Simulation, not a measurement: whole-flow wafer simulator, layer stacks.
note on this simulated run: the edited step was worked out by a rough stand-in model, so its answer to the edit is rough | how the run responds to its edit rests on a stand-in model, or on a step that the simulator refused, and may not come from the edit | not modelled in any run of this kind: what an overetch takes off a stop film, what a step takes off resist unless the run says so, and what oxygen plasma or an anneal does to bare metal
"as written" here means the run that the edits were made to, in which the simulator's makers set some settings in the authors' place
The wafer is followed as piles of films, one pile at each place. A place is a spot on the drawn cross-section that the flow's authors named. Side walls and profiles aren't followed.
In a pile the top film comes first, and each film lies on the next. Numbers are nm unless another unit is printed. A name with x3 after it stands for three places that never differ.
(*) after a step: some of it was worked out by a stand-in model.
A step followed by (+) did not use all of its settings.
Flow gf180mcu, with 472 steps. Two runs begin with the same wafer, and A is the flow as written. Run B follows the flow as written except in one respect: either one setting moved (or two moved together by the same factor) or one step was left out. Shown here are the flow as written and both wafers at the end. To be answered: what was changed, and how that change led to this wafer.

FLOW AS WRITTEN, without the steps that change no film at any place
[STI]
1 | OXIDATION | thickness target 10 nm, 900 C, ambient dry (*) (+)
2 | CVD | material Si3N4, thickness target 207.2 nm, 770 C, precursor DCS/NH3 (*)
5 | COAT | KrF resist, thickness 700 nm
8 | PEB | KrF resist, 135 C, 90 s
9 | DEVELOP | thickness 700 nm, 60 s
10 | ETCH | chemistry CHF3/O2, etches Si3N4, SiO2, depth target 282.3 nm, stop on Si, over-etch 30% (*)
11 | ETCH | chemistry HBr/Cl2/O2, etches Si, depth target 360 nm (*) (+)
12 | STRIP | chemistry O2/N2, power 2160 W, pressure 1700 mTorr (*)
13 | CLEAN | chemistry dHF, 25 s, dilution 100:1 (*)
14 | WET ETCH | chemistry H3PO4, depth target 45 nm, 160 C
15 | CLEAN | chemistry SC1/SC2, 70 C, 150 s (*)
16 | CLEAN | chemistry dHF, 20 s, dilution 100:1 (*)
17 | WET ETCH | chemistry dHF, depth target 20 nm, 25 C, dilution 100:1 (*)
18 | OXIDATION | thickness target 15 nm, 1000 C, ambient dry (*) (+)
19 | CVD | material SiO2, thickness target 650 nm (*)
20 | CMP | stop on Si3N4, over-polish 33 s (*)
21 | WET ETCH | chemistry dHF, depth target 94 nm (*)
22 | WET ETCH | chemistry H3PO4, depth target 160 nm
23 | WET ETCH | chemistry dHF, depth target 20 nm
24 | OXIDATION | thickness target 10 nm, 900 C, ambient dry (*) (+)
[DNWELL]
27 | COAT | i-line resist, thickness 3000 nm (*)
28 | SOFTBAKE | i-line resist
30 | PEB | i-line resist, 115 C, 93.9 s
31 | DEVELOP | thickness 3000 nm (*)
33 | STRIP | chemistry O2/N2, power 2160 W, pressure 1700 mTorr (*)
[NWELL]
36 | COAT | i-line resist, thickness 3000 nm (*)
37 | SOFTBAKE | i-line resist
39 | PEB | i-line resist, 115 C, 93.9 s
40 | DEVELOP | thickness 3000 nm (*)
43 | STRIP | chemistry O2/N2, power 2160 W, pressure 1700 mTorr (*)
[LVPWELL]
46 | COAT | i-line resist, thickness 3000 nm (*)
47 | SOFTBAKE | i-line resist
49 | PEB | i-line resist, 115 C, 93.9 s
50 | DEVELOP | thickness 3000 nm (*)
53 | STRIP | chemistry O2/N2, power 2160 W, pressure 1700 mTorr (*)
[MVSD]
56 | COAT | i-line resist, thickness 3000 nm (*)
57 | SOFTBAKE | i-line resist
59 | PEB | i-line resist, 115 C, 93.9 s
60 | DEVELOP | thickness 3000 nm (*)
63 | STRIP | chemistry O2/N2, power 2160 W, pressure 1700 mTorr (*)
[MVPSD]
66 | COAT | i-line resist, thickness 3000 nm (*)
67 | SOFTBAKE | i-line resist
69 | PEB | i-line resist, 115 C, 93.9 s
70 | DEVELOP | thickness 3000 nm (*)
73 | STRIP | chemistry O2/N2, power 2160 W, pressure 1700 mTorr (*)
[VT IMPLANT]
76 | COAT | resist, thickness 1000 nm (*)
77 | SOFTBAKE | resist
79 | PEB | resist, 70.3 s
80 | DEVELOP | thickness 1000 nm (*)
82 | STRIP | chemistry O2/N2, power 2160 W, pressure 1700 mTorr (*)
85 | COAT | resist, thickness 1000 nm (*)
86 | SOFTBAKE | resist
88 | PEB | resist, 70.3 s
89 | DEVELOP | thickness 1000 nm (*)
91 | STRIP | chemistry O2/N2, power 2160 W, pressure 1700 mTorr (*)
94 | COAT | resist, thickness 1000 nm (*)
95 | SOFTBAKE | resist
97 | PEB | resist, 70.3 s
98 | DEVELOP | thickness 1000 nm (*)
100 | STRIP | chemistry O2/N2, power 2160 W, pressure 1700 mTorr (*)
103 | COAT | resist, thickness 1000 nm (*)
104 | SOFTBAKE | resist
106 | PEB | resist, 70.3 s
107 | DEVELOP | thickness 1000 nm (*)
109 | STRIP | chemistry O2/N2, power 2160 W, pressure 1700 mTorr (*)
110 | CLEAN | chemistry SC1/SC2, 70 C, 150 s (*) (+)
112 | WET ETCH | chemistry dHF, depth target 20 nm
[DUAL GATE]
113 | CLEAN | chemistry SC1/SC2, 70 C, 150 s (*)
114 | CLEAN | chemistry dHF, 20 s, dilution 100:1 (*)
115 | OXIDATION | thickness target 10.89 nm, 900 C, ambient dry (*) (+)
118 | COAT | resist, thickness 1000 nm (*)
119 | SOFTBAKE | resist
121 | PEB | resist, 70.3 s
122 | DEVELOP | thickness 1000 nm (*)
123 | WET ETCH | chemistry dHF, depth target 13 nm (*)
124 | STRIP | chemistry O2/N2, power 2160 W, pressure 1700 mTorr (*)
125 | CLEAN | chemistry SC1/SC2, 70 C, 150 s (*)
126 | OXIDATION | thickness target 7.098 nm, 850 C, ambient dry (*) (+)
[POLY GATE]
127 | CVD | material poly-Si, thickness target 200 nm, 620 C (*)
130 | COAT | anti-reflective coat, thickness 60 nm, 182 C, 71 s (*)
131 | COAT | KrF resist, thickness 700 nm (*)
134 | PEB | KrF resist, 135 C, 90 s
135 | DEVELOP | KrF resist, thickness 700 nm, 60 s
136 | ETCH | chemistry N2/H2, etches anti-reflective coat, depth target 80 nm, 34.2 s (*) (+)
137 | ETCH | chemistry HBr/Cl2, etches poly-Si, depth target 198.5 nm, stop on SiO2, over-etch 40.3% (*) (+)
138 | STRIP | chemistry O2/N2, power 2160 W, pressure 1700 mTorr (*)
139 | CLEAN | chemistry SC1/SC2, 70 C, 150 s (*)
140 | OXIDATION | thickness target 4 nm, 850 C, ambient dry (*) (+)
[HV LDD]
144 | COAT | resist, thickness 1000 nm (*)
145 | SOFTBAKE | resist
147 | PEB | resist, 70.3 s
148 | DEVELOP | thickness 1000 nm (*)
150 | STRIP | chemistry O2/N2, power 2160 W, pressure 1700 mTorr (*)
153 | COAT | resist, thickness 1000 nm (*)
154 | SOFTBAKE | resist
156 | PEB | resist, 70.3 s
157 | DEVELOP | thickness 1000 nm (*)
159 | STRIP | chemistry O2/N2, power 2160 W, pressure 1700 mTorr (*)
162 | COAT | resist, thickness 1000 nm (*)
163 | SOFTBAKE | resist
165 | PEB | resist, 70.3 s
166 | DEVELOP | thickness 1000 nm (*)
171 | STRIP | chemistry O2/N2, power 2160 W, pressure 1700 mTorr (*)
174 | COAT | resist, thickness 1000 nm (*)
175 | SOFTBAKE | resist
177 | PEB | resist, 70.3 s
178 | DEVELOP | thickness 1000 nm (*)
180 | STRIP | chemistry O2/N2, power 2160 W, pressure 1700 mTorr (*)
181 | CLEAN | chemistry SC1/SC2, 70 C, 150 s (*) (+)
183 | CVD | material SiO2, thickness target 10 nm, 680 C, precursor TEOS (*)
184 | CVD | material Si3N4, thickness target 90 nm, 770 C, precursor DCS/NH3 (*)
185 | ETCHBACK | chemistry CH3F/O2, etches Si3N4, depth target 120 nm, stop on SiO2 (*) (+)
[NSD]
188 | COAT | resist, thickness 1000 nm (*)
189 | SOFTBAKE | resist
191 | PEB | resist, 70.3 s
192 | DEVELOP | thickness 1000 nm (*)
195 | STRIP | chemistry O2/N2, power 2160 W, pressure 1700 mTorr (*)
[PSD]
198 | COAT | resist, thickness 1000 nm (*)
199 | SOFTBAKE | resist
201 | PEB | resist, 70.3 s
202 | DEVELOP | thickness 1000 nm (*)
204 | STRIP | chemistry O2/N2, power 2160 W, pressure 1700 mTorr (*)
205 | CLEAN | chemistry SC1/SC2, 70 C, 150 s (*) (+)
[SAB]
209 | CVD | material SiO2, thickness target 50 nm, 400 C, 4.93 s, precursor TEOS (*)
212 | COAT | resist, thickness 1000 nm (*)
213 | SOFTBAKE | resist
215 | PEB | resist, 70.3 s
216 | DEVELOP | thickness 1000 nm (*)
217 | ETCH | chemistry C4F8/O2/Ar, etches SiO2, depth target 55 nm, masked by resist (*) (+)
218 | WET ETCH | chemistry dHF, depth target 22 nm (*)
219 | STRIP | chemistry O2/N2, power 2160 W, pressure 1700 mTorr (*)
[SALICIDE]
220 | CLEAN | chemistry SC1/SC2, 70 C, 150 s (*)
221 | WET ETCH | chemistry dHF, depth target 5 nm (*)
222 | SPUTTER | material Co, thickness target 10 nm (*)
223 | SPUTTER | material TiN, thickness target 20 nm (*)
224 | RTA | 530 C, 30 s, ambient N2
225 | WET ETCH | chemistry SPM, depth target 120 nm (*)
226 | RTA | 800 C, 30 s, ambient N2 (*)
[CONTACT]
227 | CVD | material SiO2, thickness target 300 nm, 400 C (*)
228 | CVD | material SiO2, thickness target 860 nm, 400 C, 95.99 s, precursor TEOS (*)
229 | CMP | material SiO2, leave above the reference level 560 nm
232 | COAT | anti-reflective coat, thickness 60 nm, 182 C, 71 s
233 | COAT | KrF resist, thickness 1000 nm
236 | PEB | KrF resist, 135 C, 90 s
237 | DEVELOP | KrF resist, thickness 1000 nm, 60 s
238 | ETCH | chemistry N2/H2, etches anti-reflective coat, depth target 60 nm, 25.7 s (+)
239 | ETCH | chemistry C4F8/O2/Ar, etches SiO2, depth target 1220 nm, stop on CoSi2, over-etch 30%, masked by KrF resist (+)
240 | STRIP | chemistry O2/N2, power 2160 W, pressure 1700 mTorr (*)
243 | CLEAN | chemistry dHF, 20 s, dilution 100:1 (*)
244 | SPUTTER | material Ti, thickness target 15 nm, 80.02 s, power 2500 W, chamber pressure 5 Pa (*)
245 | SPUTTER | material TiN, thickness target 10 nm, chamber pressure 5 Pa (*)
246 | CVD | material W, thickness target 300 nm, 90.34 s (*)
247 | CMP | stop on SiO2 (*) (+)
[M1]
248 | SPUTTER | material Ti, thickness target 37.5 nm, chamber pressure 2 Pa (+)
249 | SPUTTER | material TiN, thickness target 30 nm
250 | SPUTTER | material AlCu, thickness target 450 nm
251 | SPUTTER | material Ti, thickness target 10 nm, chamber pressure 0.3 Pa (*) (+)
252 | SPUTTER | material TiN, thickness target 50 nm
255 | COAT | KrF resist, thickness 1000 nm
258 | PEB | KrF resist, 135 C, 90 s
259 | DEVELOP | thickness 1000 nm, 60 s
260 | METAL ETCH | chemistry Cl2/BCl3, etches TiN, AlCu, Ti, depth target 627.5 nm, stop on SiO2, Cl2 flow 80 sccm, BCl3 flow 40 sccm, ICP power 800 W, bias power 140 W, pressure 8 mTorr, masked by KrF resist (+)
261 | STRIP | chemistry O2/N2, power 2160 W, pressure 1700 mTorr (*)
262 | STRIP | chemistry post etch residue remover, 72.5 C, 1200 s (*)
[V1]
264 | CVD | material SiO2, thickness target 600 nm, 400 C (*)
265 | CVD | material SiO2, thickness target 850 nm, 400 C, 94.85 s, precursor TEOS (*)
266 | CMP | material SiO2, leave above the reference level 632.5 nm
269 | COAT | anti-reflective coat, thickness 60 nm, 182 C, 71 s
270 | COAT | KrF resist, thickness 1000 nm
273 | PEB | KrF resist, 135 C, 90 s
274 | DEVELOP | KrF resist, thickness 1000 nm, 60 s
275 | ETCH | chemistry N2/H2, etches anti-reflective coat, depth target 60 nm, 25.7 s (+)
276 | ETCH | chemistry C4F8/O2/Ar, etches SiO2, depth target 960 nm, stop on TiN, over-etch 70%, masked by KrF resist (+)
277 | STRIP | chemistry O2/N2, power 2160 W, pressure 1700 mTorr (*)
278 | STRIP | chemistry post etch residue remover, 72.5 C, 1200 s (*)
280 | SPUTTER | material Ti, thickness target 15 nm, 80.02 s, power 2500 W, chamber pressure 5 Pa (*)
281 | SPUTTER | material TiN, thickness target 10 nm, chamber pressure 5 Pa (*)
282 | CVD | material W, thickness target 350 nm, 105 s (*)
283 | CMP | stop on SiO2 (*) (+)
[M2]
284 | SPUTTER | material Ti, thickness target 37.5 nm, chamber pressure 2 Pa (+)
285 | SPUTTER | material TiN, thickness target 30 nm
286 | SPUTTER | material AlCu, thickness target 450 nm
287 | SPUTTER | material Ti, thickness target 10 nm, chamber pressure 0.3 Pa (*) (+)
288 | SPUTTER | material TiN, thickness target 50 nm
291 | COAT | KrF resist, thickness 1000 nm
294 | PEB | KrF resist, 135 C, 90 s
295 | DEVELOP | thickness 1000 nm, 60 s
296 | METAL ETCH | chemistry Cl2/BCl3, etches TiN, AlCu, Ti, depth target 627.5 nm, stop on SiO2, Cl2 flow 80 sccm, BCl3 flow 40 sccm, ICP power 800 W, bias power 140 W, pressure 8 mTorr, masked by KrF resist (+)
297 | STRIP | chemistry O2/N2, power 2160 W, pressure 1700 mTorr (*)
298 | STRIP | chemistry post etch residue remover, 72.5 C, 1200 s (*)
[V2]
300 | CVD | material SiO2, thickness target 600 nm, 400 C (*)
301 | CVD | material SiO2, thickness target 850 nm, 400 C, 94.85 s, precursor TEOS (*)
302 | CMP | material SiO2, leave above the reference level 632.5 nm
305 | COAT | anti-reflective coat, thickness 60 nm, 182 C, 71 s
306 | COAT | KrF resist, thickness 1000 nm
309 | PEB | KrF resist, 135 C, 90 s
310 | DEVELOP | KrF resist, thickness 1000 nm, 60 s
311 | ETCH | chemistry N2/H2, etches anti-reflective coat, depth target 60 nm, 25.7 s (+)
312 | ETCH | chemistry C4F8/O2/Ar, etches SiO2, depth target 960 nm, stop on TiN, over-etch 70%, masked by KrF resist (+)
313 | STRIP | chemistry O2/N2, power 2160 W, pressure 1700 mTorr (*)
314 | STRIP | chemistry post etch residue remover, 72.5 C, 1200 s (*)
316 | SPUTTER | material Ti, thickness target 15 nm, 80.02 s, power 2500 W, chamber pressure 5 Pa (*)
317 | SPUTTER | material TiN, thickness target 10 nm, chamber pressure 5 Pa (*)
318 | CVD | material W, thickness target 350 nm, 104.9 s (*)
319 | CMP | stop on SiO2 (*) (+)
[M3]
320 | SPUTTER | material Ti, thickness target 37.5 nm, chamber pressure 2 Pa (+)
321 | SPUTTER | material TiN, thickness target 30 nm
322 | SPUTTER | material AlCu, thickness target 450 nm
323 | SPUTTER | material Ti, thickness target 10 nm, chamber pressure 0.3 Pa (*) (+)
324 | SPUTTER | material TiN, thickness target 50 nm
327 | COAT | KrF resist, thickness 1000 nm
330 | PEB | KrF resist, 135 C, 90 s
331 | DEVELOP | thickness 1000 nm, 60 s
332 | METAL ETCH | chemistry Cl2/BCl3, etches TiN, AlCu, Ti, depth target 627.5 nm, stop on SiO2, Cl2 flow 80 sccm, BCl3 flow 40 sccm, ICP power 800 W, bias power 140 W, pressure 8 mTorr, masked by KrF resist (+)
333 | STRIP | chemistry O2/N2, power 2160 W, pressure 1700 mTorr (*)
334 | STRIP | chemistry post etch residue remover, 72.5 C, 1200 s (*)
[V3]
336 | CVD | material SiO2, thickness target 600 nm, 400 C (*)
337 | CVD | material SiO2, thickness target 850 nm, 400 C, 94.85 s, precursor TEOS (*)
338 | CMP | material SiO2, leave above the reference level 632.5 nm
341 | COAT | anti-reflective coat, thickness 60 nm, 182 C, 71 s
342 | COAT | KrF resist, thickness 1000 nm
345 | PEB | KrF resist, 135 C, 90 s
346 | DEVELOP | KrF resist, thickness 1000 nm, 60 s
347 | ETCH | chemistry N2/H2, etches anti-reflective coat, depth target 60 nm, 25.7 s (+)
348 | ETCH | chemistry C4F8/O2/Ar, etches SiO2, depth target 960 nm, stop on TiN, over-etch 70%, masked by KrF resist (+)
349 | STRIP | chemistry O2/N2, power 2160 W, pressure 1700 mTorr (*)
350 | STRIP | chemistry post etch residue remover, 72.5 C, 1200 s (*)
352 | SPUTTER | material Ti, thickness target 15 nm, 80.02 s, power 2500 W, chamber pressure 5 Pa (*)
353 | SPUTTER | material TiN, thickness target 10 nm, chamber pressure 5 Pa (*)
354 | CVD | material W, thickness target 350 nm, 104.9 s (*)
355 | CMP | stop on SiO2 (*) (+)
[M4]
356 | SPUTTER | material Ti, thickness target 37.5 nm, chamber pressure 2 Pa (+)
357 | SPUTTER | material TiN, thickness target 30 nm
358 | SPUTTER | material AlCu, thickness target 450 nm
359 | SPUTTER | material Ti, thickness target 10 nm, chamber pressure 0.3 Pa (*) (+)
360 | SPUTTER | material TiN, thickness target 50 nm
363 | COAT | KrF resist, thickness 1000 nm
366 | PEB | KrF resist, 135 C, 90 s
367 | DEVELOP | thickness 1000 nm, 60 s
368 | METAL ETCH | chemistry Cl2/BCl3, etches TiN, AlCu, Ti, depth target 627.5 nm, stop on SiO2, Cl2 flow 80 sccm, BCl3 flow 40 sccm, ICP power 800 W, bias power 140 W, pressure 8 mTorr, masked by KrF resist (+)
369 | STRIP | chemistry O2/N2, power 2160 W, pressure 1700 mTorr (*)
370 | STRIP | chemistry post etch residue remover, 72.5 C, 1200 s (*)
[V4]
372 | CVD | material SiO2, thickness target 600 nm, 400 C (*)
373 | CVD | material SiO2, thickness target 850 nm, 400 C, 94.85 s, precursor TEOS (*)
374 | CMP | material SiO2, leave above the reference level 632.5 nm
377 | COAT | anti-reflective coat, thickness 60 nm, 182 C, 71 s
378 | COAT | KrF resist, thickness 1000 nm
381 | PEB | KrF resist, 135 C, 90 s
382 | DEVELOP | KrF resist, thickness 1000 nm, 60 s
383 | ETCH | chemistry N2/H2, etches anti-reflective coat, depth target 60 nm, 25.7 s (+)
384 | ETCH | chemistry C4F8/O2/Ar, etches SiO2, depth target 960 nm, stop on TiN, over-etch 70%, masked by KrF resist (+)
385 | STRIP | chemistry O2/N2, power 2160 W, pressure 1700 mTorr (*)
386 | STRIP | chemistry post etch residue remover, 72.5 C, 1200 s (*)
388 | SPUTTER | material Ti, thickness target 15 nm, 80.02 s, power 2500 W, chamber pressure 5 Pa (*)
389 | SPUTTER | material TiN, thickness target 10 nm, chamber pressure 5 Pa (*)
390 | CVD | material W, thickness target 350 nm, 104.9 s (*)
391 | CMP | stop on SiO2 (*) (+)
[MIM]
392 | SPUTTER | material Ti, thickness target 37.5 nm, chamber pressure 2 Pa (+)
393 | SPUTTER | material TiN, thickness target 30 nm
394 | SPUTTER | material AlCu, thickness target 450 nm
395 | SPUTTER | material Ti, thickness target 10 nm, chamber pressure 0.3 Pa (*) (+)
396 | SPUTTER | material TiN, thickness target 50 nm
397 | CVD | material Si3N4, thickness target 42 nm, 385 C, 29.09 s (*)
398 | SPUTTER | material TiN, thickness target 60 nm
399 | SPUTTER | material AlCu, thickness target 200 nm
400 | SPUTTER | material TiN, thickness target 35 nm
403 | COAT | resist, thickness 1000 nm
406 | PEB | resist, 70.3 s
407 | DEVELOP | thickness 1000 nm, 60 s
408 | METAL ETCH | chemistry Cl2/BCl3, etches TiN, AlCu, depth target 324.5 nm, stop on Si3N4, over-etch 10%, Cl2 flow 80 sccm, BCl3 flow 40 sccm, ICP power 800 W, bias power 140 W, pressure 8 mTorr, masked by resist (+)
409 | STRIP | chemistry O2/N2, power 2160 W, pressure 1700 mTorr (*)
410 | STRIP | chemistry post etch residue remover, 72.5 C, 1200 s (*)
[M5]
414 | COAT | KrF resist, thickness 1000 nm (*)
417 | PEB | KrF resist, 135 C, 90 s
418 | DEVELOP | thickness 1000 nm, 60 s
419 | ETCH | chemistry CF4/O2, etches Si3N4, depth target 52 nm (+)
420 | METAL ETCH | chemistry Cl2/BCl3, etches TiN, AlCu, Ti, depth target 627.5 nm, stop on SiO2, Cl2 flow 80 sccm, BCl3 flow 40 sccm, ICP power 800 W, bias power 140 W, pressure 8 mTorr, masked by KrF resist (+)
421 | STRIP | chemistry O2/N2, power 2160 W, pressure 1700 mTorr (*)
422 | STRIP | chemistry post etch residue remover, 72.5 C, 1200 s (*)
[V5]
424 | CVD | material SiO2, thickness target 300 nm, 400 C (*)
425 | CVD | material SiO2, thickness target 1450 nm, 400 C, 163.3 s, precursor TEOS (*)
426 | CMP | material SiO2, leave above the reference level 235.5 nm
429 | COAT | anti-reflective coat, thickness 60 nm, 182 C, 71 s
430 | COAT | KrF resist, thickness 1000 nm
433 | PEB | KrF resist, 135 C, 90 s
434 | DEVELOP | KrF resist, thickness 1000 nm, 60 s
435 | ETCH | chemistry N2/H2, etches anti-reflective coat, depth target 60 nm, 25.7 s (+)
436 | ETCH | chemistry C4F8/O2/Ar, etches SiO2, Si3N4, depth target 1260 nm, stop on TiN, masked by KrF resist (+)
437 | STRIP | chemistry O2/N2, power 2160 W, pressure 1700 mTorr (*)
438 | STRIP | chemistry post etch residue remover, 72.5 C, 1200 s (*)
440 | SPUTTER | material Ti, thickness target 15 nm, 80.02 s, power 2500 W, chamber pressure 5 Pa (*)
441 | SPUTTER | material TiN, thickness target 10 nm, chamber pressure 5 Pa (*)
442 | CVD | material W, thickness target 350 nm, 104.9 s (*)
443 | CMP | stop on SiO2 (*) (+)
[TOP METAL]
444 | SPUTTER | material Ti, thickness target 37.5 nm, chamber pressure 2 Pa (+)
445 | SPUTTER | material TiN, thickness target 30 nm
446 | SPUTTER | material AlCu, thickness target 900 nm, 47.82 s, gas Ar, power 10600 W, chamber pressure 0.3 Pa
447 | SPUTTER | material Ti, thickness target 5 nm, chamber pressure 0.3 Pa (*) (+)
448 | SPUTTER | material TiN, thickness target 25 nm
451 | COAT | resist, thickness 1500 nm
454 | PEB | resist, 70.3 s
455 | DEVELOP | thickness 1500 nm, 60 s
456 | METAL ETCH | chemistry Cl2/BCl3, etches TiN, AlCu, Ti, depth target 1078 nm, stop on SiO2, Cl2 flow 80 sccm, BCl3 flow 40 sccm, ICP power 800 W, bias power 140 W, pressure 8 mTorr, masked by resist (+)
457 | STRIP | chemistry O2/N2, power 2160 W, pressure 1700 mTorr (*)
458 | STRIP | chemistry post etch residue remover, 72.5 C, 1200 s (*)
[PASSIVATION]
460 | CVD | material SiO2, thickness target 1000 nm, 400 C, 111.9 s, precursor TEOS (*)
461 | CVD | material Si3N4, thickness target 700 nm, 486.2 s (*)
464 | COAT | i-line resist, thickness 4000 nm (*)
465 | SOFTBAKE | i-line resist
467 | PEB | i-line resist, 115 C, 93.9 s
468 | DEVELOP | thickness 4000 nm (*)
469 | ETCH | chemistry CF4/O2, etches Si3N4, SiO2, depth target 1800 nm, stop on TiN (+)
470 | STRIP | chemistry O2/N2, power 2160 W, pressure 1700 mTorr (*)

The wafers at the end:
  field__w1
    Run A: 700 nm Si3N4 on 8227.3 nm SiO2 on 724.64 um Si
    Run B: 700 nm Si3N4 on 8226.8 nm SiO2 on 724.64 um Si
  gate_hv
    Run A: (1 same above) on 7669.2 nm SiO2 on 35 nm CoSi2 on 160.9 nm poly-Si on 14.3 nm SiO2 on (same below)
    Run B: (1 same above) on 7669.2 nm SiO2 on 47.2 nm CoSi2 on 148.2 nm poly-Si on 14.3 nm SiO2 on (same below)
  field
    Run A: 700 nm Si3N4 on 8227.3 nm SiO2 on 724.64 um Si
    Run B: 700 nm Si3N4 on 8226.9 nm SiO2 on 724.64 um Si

What caused this: step 222, SPUTTER: thickness target 13.5 nm was run, whereas the flow has thickness target 10 nm.

Step by step, how the change led to this:
  222 | SPUTTER | material Co, thickness target 10 nm (*)
      field, field__w7, field__w8 and 72 more: A Co gains 10 (new film) | B Co gains 13.5 (new film)
      field__w6, field_sub, field_sub__w2: A Co gains 9.95 (new film) | B Co gains 13.4 (new film)
      (as well as at 33 more places)
  223 | SPUTTER | material TiN, thickness target 20 nm (*)
      field__w12: A TiN gains 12 (new film) | B TiN gains 12.6 (new film)
  224 | RTA | 530 C, 30 s, ambient N2
      gate, gate_hv, gate_p and 22 more: A under 1 film: CoSi gains 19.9 (new film), Co loses 10 (all of it), poly-Si loses 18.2 | B under 1 film: CoSi gains 26.8 (new film), Co loses 13.5 (all of it), poly-Si loses 24.6
      active, p_well, sd_n and 11 more: A under 1 film: CoSi gains 19.9 (new film), Co loses 10 (all of it), Si loses 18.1 | B under 1 film: CoSi gains 26.8 (new film), Co loses 13.5 (all of it), Si loses 24.5
      (as well as at 10 more places)
  225 | WET ETCH | chemistry SPM, depth target 120 nm (*)
      field, field__w7, field__w8 and 32 more: A TiN loses 20 (all of it), Co loses 10 (all of it) | B TiN loses 20 (all of it), Co loses 13.5 (all of it)
      field__w9, nw_enc_fld_lv__w3: A TiN loses 19.1 (all of it), Co loses 9.6 (all of it) | B TiN loses 19.1 (all of it), Co loses 13 (all of it)
      (as well as at 25 more places)
  226 | RTA | 800 C, 30 s, ambient N2 (*)
      gate, gate_hv, gate_p and 22 more: A CoSi2 gains 35 (new film), CoSi loses 19.9 (all of it), poly-Si loses 18.2 | B CoSi2 gains 47.2 (new film), CoSi loses 26.8 (all of it), poly-Si loses 24.6
      active, p_well, sd_n and 11 more: A CoSi2 gains 35 (new film), CoSi loses 19.9 (all of it), Si loses 18.1 | B CoSi2 gains 47.2 (new film), CoSi loses 26.8 (all of it), Si loses 24.5
      (as well as at 10 more places)
